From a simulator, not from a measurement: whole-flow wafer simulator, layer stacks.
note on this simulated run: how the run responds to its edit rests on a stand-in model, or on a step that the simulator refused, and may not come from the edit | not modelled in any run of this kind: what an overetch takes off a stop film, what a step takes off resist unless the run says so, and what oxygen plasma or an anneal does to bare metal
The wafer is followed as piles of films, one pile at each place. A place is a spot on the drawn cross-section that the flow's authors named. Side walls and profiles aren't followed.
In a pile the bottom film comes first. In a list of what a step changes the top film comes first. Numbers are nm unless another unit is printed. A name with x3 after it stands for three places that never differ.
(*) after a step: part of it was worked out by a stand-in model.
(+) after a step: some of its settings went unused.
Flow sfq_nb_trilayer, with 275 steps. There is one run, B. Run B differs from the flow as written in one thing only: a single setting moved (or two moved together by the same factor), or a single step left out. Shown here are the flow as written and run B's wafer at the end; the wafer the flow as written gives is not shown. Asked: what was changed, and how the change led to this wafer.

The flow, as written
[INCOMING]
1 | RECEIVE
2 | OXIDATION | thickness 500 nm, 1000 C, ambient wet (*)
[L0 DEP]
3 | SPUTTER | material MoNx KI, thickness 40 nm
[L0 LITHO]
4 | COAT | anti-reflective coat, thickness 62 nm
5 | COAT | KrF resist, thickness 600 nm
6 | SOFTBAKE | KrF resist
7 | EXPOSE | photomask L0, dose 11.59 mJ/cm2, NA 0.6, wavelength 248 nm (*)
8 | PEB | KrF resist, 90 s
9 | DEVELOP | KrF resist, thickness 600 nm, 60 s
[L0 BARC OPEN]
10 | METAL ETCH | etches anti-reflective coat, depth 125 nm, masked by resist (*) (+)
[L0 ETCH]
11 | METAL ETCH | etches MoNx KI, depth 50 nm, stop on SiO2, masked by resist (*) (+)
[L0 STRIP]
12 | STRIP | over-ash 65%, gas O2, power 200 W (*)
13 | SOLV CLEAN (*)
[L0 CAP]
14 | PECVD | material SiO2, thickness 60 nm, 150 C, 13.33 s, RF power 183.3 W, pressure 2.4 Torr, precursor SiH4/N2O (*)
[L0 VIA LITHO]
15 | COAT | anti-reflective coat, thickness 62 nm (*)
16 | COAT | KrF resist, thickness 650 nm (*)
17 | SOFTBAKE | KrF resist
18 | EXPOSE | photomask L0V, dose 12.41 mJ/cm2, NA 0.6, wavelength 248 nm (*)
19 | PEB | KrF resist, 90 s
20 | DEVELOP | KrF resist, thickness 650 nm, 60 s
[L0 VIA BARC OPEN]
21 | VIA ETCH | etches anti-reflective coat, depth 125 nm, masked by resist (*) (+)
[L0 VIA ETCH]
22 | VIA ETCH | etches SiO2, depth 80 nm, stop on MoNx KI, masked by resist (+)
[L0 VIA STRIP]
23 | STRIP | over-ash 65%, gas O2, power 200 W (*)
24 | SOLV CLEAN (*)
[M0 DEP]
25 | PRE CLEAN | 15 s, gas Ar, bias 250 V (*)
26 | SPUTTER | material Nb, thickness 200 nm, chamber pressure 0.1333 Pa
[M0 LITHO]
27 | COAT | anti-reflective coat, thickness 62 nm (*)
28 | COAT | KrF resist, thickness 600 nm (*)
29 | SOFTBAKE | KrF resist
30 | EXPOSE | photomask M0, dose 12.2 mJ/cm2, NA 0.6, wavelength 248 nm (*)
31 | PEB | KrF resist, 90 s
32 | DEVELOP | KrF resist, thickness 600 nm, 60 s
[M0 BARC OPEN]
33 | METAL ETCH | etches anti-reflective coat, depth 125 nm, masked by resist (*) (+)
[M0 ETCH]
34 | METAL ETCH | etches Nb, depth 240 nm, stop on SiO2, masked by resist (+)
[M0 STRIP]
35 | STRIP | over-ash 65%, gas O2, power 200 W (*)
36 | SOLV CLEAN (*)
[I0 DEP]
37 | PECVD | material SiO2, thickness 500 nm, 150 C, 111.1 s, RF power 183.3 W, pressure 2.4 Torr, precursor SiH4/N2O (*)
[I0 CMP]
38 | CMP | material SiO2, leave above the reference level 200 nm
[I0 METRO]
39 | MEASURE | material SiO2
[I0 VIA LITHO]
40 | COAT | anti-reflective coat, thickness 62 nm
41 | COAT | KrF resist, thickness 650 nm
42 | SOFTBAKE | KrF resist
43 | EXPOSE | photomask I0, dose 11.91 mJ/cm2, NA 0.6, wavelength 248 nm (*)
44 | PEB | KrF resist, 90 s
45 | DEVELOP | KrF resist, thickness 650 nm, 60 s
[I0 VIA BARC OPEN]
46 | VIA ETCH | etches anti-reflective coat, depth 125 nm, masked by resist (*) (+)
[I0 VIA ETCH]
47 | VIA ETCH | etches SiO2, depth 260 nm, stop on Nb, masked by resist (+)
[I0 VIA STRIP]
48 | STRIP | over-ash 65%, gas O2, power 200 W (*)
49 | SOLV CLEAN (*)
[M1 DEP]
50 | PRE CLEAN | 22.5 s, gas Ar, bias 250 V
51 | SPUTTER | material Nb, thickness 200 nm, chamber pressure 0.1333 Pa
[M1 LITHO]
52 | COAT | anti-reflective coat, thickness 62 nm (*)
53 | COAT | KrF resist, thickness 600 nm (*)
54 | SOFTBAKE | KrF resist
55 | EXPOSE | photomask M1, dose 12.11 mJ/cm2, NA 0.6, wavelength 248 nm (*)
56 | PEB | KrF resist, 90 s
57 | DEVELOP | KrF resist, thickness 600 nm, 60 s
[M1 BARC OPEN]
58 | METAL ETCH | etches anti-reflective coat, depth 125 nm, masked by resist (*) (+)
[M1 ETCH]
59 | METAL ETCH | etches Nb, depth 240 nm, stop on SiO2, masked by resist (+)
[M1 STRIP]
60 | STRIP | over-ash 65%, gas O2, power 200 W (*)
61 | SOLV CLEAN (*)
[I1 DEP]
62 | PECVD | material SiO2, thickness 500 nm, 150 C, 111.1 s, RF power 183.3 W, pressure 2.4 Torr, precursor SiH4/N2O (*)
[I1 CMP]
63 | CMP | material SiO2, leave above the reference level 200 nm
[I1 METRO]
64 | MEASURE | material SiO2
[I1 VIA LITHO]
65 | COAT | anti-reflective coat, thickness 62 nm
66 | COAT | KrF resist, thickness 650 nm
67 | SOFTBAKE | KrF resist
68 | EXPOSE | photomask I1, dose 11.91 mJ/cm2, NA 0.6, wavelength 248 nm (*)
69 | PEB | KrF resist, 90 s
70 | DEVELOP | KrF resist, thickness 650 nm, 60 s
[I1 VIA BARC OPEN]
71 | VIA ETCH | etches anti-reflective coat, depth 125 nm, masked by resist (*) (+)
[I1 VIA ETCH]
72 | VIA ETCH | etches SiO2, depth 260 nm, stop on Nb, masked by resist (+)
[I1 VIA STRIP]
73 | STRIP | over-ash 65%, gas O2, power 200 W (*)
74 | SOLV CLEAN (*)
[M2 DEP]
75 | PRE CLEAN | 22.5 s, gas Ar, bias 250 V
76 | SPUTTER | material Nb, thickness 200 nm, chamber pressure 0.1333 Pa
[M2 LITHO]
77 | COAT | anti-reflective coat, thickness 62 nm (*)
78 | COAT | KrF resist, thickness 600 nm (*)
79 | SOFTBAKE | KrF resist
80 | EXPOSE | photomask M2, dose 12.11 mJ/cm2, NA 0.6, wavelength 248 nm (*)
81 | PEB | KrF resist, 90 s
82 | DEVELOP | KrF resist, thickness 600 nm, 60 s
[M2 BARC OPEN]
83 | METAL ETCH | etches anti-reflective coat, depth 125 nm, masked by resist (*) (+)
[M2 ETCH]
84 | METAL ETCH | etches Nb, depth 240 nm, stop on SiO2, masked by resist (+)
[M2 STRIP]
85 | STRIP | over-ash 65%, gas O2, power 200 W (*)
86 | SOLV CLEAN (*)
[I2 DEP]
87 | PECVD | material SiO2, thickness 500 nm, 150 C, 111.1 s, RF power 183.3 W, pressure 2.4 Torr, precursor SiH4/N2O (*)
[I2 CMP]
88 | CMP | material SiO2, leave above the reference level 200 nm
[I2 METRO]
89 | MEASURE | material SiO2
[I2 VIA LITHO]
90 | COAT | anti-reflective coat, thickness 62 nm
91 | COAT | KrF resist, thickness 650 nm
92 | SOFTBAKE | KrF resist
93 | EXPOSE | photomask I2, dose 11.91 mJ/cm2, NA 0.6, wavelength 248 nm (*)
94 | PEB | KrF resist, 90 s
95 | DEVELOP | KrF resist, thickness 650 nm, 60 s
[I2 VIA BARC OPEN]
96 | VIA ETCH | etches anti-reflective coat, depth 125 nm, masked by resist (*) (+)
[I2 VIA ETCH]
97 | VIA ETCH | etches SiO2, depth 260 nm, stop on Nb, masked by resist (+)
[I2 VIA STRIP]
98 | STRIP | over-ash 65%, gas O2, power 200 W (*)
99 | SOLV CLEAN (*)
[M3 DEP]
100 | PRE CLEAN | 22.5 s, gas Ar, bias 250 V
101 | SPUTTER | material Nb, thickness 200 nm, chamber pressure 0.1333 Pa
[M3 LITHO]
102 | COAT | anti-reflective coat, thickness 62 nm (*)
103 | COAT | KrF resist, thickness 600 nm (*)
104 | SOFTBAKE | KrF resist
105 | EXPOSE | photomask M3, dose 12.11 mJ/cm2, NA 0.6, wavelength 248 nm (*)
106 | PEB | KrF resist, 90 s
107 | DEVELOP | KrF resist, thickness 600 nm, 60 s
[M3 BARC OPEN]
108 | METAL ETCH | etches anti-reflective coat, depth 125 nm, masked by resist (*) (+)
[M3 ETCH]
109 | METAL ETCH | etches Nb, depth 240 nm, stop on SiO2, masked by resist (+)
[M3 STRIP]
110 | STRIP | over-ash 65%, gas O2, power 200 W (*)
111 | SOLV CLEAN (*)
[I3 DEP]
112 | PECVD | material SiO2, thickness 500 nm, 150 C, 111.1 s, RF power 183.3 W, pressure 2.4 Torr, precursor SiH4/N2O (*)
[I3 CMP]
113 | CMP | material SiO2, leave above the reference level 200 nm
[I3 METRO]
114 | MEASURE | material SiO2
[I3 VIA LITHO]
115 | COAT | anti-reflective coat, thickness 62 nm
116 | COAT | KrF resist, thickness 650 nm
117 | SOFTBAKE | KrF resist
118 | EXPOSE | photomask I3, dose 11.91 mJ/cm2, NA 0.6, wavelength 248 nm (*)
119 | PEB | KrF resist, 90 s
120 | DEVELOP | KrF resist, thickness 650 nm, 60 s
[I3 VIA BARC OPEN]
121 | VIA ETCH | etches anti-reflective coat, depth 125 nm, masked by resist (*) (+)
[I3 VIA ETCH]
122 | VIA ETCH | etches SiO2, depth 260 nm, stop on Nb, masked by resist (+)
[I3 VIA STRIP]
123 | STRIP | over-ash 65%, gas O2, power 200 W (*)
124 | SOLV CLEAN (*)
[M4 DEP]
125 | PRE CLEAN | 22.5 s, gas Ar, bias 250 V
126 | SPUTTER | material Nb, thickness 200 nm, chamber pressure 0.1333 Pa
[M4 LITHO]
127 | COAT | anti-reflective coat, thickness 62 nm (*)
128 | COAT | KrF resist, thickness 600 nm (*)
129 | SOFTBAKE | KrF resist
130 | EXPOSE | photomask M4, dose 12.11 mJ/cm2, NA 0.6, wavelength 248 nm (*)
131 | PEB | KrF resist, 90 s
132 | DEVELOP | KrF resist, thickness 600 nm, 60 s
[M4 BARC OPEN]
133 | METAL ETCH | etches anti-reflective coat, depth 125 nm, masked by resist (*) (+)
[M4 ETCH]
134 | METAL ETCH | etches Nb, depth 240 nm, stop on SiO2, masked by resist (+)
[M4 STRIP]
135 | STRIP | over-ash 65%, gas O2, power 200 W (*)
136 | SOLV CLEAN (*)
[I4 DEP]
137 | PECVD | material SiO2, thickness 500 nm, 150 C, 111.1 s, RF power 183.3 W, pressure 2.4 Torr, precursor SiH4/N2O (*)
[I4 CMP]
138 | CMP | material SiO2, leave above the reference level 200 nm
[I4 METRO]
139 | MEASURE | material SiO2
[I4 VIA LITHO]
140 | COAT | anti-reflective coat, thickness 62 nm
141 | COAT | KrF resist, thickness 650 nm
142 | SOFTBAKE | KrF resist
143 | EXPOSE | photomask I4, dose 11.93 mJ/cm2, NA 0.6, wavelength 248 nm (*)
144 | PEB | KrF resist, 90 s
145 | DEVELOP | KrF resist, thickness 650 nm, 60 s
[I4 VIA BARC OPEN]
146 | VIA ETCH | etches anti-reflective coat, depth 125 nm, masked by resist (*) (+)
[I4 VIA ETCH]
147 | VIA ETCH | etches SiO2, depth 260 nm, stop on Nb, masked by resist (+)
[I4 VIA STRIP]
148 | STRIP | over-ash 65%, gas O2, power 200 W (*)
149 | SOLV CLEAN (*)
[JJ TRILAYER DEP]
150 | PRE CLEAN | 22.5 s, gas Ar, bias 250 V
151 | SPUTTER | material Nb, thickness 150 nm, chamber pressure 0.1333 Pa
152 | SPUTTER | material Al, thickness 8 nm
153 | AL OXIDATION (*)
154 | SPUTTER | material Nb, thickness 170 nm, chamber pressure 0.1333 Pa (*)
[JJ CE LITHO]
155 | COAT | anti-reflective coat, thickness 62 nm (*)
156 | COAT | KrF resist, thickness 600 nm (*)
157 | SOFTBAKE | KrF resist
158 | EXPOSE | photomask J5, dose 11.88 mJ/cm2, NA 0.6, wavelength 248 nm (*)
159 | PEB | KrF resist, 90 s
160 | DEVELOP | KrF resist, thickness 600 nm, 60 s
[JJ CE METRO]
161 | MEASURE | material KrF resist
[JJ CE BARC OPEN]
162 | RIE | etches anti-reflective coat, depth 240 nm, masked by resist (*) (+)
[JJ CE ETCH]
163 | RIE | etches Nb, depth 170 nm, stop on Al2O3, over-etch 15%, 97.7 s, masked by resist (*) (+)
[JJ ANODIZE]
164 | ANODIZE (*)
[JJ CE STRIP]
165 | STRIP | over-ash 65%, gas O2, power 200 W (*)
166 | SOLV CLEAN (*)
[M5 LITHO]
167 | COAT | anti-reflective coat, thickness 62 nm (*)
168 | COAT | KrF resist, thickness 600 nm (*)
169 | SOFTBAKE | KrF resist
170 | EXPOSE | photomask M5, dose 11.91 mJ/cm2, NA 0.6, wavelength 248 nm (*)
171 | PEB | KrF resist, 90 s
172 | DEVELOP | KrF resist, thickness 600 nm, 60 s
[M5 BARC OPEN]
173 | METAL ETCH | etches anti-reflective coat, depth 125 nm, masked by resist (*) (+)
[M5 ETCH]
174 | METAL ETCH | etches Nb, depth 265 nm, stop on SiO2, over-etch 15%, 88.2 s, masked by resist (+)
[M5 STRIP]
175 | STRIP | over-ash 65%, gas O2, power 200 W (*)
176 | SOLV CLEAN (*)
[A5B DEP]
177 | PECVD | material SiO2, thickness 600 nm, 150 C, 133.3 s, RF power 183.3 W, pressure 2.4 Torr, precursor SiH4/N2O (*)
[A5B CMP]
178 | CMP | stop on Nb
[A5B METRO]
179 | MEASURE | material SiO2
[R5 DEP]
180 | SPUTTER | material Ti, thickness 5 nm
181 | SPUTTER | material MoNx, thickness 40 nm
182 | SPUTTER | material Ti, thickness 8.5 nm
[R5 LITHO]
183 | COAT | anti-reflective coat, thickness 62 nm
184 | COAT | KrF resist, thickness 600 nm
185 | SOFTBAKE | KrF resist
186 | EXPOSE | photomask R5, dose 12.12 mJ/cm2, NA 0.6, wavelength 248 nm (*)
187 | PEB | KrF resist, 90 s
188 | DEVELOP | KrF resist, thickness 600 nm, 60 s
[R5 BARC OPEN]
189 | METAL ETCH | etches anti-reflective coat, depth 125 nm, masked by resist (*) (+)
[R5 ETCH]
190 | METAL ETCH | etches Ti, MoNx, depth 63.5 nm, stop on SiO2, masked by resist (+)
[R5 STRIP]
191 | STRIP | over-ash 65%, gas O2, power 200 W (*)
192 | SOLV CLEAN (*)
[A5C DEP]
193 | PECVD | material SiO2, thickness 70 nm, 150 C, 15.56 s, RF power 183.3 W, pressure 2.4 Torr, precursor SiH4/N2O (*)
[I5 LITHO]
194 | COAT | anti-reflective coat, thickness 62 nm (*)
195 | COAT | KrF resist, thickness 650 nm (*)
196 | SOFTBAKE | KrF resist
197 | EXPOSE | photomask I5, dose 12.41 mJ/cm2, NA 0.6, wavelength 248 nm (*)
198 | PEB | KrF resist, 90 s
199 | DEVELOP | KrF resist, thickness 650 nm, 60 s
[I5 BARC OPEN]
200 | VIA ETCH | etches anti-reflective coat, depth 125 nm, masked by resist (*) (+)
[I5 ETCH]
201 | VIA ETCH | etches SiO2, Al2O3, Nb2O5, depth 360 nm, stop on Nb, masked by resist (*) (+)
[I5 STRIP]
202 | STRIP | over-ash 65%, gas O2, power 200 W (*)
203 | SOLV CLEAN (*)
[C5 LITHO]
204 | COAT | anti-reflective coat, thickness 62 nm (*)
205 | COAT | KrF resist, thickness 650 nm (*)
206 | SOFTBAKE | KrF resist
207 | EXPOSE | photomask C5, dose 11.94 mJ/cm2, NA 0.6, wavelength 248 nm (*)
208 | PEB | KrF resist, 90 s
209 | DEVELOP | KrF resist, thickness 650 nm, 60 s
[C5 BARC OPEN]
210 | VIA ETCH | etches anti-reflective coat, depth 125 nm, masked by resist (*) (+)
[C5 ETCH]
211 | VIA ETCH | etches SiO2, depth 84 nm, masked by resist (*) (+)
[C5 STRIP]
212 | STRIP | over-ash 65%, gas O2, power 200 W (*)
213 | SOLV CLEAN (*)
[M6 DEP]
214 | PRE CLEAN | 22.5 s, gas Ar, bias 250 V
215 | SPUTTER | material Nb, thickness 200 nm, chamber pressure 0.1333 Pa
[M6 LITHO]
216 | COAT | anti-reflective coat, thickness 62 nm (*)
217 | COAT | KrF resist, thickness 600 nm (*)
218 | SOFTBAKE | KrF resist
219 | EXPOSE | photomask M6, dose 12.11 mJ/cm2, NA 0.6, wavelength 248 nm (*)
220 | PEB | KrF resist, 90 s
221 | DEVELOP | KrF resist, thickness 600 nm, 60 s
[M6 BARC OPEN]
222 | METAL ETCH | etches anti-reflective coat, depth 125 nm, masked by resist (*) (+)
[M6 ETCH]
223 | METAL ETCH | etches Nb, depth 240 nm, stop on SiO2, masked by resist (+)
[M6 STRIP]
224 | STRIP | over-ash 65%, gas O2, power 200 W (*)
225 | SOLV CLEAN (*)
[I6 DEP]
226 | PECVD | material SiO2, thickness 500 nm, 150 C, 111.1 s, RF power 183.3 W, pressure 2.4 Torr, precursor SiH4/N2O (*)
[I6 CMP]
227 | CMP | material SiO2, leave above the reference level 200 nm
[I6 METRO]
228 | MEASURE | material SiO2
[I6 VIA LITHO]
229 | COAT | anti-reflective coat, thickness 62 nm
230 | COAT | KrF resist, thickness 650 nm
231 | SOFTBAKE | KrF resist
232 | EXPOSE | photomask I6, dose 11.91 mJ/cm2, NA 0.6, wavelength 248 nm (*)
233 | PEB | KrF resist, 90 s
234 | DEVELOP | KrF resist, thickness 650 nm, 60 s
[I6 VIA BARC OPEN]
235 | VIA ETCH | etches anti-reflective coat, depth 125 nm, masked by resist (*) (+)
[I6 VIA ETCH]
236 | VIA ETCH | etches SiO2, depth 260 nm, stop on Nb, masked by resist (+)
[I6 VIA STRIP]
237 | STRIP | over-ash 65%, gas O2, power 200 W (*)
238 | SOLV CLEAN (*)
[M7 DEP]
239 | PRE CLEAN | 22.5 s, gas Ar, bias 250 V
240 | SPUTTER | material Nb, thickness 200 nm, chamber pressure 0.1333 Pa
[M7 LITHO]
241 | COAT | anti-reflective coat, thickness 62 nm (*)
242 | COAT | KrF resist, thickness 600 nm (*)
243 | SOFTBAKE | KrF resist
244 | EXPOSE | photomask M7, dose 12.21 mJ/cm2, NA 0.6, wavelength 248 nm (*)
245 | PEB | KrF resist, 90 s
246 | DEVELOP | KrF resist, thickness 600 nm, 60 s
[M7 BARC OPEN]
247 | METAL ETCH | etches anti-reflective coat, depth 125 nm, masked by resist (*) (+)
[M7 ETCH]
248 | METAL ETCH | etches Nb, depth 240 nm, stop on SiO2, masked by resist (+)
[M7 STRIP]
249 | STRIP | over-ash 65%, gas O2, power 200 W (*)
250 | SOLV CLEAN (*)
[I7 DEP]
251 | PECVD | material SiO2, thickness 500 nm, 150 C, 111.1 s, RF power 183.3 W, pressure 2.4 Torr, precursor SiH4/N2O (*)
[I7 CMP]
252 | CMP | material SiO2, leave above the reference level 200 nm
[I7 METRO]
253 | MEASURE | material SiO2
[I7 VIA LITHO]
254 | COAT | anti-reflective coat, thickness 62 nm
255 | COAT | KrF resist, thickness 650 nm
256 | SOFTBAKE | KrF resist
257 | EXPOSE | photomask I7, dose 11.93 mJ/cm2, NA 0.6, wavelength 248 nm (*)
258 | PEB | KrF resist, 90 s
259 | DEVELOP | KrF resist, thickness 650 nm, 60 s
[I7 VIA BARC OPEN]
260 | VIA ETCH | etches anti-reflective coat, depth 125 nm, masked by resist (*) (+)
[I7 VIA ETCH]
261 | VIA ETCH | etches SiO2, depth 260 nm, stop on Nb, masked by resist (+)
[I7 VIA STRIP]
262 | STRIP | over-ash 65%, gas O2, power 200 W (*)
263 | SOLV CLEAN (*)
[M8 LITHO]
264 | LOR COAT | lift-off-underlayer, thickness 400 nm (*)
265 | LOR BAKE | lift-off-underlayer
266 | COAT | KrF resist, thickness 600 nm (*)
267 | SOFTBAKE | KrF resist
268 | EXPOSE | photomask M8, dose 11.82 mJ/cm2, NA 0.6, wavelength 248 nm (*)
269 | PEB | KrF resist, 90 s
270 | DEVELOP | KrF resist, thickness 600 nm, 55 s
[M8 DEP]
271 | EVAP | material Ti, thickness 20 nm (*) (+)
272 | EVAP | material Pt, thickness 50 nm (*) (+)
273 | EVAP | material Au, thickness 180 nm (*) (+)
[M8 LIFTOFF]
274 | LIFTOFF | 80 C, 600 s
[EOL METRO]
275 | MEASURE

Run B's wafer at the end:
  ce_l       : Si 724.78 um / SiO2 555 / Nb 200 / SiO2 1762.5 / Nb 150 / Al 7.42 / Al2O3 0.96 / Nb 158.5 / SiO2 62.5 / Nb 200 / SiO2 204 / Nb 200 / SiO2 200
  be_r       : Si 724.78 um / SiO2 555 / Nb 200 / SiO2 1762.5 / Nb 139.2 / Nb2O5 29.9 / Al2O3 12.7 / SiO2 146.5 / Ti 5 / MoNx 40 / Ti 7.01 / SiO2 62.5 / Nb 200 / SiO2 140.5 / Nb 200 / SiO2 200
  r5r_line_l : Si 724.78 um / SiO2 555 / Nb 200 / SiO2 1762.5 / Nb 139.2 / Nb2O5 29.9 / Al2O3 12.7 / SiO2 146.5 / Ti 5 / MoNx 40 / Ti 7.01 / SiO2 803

What caused this: step 182, SPUTTER: thickness 7.01 nm was run, though the flow has thickness 8.5 nm.
The wafer itself shows it: be_r has Ti 7.01, and step 182 as written asks for 8.5 nm.

The path from the change to this, step by step:
  182 | SPUTTER | material Ti, thickness 8.5 nm
      field_l, v_sur, via_wl and 103 more: +7.01 Ti (new film) (as written it would have been: +8.5 Ti (new film))
  190 | METAL ETCH | etches Ti, MoNx, depth 63.5 nm, stop on SiO2, masked by resist (+)
      field_l, v_sur, via_wl and 92 more: -7.01 Ti (all of it), -40 MoNx (all of it), -5 Ti (all of it) (as written it would have been: -8.5 Ti (all of it), -40 MoNx (all of it), -5 Ti (all of it))
      ce_l, c5j, ce_r, wl_jj: -7.01 Ti (all of it), -40 MoNx (all of it), -5 Ti (all of it), -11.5 Nb (as written it would have been: -8.5 Ti (all of it), -40 MoNx (all of it), -5 Ti (all of it), -10 Nb)
